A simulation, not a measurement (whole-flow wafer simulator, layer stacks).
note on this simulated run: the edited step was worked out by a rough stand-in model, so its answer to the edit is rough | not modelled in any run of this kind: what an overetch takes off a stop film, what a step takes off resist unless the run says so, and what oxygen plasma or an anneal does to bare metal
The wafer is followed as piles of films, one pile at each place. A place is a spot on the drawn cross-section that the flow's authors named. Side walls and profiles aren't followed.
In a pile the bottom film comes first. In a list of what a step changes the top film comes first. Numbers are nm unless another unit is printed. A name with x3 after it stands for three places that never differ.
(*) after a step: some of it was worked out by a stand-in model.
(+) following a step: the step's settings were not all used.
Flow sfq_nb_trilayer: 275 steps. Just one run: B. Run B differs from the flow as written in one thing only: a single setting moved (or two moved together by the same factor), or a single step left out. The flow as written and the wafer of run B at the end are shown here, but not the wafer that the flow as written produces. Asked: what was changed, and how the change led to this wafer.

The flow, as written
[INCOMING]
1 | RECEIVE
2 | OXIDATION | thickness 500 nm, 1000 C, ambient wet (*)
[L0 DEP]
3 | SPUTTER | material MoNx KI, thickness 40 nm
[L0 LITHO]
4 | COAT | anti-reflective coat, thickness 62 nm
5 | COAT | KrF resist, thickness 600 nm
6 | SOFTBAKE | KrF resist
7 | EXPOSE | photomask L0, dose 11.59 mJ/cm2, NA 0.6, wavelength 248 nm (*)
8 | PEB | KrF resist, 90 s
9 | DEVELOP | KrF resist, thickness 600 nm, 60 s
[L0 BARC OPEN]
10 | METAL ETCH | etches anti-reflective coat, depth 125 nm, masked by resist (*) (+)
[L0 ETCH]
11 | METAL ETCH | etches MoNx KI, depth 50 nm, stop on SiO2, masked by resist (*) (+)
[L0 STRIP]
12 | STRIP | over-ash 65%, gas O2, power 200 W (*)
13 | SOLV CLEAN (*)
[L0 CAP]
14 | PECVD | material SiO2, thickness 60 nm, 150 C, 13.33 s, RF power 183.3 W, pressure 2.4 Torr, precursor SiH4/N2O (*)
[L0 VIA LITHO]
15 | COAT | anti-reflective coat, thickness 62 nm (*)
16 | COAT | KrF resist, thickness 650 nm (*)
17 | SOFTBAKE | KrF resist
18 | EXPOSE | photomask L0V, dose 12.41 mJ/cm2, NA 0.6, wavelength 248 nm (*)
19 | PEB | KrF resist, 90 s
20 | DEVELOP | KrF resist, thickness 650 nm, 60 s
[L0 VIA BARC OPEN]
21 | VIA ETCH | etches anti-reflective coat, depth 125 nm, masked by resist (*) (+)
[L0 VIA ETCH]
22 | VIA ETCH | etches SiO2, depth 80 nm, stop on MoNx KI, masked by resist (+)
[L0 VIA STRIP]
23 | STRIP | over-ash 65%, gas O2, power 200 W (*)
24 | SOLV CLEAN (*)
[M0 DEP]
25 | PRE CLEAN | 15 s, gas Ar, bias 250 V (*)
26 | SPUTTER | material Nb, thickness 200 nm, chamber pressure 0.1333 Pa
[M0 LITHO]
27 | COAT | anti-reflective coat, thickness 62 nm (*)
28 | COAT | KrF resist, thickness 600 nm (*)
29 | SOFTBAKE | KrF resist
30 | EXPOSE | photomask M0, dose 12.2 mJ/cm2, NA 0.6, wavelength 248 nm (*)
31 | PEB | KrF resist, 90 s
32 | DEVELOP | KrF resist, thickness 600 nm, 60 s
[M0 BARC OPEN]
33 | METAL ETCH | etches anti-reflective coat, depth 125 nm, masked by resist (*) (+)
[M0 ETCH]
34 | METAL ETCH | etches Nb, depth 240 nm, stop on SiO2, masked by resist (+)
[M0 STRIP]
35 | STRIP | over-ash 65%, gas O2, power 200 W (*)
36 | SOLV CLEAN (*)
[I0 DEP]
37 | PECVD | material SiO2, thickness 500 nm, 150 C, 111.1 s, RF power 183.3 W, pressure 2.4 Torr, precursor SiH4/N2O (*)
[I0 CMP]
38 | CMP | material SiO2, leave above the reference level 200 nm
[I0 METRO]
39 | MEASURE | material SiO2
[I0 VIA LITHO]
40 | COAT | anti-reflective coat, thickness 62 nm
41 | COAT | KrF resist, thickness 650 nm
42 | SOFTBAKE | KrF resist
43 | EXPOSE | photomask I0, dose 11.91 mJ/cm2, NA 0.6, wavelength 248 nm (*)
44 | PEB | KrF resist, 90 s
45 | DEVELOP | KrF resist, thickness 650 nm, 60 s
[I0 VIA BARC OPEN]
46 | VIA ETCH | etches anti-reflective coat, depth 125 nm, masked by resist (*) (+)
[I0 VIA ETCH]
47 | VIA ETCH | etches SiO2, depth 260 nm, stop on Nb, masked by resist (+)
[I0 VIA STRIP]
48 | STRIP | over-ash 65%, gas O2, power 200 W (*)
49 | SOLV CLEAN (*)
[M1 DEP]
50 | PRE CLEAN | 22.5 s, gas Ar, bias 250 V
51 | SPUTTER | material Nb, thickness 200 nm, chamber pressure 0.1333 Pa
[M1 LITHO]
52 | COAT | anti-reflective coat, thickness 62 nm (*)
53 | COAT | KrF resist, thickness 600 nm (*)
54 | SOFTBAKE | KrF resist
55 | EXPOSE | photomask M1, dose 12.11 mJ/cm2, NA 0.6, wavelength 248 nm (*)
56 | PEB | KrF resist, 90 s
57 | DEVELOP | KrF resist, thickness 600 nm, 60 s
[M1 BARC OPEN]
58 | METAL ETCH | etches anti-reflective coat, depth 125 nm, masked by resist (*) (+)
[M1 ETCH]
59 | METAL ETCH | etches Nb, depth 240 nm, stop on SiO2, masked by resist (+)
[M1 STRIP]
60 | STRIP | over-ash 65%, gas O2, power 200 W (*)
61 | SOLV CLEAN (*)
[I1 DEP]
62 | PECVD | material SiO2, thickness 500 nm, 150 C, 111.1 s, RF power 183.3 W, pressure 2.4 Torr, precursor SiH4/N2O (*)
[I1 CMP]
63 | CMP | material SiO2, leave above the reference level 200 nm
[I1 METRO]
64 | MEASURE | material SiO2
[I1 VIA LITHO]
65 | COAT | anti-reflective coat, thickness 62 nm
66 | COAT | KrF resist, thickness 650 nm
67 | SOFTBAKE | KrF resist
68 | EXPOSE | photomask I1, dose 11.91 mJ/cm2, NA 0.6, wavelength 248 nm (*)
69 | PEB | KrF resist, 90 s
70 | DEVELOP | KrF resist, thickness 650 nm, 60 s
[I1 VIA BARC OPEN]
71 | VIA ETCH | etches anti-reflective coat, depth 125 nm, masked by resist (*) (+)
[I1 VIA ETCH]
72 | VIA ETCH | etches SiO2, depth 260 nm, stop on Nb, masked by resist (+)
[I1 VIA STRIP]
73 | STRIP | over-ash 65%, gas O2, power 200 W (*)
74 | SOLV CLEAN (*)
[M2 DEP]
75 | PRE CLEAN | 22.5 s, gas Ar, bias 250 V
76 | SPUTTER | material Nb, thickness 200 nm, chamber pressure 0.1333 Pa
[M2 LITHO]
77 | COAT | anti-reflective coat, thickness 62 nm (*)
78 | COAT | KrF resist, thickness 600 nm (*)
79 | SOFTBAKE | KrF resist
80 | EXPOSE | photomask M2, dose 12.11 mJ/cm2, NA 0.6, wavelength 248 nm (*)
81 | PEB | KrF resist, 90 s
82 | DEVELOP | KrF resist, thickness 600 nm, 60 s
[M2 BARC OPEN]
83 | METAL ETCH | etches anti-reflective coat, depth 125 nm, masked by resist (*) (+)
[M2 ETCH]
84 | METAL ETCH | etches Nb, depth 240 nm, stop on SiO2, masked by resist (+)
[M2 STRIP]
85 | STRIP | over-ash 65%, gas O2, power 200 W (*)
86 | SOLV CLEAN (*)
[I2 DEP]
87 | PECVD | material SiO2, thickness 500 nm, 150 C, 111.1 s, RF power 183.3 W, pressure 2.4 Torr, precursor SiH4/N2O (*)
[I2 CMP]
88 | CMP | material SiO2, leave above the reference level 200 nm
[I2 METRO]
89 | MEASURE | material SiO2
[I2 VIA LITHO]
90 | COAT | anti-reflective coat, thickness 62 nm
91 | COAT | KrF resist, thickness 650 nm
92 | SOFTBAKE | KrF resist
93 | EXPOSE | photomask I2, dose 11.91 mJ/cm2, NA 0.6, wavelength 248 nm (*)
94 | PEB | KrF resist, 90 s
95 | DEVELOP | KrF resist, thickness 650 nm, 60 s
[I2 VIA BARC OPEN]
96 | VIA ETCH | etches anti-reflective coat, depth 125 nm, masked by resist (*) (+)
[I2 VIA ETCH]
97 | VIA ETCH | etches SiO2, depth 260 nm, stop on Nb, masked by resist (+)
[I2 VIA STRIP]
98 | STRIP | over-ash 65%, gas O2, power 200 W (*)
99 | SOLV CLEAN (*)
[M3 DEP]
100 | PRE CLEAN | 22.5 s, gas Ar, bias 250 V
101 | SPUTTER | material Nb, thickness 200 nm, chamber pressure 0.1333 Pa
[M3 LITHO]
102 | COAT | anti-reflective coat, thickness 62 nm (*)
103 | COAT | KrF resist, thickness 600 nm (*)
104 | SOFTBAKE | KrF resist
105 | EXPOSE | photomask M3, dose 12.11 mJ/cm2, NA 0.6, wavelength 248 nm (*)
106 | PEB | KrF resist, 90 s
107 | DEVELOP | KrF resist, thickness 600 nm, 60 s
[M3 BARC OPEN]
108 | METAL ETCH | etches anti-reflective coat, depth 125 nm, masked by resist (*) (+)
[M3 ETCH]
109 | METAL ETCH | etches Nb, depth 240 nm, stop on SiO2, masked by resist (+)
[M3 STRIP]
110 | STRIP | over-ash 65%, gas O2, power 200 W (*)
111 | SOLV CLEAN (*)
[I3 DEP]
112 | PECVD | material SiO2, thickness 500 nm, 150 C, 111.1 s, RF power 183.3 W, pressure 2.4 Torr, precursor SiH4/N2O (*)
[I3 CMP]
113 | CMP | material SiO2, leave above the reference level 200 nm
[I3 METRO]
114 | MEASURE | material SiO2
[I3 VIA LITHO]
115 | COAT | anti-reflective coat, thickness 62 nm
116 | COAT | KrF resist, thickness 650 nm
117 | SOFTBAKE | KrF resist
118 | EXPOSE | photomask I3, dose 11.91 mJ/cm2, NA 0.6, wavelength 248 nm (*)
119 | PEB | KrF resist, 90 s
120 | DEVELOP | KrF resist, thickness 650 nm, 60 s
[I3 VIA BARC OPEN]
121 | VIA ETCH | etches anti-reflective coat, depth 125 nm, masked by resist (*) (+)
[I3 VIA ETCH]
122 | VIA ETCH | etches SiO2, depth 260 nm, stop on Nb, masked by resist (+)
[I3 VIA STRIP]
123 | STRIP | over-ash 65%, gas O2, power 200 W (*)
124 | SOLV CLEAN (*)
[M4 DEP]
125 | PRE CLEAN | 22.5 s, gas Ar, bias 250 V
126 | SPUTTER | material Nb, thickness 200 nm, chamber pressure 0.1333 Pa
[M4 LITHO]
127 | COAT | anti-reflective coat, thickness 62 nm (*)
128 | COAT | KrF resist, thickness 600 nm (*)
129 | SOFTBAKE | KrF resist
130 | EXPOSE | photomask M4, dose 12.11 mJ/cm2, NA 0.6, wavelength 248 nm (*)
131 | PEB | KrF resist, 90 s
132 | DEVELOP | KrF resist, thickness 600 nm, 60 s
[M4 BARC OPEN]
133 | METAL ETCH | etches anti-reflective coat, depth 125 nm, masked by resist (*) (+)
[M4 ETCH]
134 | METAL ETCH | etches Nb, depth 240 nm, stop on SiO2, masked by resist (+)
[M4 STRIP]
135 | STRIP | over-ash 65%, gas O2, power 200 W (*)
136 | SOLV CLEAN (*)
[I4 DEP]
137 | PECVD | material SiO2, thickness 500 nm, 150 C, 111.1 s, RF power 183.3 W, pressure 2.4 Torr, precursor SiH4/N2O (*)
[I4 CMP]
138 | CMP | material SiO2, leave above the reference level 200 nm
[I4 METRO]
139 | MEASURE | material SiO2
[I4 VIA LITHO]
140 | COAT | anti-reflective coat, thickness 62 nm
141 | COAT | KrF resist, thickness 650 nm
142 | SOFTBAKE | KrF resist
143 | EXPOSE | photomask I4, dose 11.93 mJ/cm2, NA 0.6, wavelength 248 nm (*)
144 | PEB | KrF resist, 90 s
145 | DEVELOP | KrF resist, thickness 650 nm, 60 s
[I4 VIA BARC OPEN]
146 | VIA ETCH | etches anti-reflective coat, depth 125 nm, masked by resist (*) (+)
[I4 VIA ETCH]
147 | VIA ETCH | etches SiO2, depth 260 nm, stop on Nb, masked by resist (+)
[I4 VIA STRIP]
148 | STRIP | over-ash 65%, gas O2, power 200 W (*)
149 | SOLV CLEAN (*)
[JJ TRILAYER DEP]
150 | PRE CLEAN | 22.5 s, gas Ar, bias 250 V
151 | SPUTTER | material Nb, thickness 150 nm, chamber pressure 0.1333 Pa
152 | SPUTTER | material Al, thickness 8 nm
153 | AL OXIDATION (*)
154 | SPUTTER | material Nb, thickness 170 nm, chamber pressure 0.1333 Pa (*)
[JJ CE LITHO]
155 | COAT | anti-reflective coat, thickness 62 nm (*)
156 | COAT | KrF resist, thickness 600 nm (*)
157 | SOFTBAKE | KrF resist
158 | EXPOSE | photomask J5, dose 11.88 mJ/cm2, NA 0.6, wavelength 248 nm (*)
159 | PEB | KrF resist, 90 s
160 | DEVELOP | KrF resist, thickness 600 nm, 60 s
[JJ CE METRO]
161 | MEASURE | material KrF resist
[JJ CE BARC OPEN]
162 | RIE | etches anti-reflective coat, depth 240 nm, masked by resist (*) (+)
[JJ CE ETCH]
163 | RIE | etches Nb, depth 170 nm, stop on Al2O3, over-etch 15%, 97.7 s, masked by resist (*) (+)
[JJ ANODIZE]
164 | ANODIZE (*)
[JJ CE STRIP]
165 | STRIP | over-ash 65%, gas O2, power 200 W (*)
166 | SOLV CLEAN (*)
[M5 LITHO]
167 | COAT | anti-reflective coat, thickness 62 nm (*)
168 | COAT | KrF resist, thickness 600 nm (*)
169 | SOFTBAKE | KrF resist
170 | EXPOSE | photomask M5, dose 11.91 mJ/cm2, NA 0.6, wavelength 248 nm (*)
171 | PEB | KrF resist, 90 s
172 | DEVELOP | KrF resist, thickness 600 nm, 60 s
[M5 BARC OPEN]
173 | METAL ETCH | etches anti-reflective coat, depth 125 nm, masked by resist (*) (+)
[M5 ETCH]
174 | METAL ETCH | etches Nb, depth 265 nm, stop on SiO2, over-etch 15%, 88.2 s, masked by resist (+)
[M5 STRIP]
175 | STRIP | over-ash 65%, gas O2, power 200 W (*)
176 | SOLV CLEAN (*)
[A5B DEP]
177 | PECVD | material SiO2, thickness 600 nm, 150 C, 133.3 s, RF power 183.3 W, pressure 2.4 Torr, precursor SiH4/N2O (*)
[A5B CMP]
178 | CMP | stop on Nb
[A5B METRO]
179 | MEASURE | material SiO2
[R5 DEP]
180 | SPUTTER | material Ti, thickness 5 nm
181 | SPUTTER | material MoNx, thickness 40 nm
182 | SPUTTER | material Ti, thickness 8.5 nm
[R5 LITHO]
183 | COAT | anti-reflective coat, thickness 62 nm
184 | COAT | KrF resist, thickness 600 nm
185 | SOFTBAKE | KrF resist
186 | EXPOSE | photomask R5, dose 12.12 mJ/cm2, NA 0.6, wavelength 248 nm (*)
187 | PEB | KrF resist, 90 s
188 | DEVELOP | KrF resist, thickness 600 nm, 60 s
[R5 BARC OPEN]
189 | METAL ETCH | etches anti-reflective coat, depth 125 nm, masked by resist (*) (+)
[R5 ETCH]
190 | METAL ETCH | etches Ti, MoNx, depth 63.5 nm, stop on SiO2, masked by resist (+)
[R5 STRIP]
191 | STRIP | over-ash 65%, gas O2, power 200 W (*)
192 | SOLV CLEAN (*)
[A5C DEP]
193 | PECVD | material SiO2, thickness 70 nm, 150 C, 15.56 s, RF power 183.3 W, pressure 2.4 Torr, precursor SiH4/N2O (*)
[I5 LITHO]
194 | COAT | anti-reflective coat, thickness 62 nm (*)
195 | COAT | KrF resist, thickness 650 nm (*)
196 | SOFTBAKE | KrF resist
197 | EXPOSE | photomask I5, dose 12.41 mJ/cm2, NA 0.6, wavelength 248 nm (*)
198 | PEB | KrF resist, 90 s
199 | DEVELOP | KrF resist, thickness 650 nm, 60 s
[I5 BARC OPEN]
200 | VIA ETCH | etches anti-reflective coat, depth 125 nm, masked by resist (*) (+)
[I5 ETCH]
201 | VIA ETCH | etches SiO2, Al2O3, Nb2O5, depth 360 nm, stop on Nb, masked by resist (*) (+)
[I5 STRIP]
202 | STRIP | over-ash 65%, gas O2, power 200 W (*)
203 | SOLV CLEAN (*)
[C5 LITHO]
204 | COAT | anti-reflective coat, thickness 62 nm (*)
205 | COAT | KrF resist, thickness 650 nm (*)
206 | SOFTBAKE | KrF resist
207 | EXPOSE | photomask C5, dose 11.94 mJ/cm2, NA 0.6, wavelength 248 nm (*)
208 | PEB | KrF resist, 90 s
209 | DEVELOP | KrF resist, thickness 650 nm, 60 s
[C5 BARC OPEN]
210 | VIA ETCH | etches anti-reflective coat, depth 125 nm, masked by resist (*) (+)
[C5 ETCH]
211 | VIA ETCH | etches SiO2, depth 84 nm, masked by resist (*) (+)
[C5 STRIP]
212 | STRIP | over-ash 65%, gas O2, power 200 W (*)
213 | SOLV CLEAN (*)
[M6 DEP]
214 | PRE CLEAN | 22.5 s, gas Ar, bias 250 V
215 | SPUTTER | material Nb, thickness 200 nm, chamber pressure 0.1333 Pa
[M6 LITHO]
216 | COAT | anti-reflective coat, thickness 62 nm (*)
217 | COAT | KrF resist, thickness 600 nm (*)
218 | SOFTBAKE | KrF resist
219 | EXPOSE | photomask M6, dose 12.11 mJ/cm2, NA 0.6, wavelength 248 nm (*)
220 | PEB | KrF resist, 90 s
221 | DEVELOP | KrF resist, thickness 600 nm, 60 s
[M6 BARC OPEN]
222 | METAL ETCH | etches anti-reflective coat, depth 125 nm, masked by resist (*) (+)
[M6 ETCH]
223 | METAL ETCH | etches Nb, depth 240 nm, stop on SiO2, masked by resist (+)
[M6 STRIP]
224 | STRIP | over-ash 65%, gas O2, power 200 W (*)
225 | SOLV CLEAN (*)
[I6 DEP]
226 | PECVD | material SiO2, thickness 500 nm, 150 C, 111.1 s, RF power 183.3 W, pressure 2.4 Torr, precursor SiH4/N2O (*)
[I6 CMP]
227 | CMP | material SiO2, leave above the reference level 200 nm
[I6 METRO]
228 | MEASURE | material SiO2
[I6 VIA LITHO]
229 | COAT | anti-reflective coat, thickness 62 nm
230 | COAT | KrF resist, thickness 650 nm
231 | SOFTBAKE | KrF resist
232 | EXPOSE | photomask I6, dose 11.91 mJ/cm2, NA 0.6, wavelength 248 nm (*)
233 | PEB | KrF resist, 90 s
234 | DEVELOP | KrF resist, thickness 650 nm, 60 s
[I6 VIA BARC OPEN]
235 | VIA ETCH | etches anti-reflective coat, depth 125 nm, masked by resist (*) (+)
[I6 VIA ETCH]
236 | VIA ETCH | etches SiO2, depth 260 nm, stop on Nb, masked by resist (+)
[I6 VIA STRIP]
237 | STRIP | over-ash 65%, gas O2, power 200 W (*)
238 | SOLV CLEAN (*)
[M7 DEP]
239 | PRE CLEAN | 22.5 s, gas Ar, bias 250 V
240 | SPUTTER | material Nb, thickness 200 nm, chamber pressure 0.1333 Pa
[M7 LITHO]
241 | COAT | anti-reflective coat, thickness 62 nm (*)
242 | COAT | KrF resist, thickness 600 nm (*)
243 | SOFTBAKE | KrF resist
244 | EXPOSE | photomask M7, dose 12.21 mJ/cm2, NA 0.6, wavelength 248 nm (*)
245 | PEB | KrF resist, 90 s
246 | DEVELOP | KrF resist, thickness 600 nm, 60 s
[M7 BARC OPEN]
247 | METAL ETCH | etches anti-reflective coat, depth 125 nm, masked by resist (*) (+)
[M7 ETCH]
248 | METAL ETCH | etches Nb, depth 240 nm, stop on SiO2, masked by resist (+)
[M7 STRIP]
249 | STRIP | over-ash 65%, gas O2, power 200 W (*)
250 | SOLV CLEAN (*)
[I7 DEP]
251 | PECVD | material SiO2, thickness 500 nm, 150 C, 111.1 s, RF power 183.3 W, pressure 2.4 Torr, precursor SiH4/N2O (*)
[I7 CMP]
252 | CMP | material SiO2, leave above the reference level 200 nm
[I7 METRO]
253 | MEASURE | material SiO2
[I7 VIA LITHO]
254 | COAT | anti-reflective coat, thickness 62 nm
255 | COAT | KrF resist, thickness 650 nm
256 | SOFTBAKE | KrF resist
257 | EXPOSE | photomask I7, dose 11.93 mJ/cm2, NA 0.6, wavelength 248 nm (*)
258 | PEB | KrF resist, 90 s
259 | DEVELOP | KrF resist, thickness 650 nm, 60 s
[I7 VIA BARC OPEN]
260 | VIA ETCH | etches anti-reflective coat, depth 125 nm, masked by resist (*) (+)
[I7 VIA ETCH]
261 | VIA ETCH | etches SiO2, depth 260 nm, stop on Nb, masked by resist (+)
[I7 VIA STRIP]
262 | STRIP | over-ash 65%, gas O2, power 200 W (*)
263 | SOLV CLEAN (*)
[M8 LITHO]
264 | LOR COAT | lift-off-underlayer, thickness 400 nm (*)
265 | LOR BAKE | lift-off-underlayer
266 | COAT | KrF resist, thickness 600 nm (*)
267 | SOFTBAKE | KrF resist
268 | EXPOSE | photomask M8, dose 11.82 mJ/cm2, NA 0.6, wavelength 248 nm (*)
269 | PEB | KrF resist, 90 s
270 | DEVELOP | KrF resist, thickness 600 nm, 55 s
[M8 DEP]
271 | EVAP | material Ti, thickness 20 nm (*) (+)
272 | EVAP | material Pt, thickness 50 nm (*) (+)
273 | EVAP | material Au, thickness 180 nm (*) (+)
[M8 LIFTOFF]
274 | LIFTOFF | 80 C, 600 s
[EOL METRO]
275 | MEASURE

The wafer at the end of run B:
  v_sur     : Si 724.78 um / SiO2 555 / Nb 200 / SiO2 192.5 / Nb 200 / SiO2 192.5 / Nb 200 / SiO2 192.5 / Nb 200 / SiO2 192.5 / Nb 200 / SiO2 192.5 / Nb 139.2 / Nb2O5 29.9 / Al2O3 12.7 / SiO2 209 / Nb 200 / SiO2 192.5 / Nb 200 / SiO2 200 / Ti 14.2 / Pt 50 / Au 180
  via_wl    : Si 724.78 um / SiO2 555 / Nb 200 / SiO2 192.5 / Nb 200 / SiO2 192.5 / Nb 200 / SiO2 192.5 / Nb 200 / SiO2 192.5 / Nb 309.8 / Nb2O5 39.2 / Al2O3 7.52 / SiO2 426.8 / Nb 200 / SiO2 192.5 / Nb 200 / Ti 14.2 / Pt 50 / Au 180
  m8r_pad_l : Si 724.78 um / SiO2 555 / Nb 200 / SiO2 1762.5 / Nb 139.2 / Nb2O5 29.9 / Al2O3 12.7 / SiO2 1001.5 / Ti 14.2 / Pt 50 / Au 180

Cause: step 271, EVAP: thickness 14.2 nm was run, though the flow has thickness 20 nm.
The wafer itself shows it: v_sur has Ti 14.2, and step 271 as written asks for 20 nm.

How this came from the change, step by step:
  271 | EVAP | material Ti, thickness 20 nm (*) (+)
      field_l, v_sur, via_wl and 103 more: Ti gains 14.2 (new film) (it would be, as written: Ti gains 20 (new film))
  274 | LIFTOFF | 80 C, 600 s
      p4_fl x3, p4_w1 x3, p4_g1 x2 and 66 more: Au loses 180 (all of it), Pt loses 50 (all of it), Ti loses 14.2 (all of it), KrF resist loses 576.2 (all of it), lift-off-underlayer loses 400 (all of it) (it would be, as written: Au loses 180 (all of it), Pt loses 50 (all of it), Ti loses 20 (all of it), KrF resist loses 576.2 (all of it), lift-off-underlayer loses 400 (all of it))
      c5j, ce_r: Au loses 180 (all of it), Pt loses 50 (all of it), Ti loses 14.2 (all of it), KrF resist loses 573.3 (all of it), lift-off-underlayer loses 399.3 (all of it) (it would be, as written: Au loses 180 (all of it), Pt loses 50 (all of it), Ti loses 20 (all of it), KrF resist loses 573.3 (all of it), lift-off-underlayer loses 399.3 (all of it))
      (as well as at 19 more places)
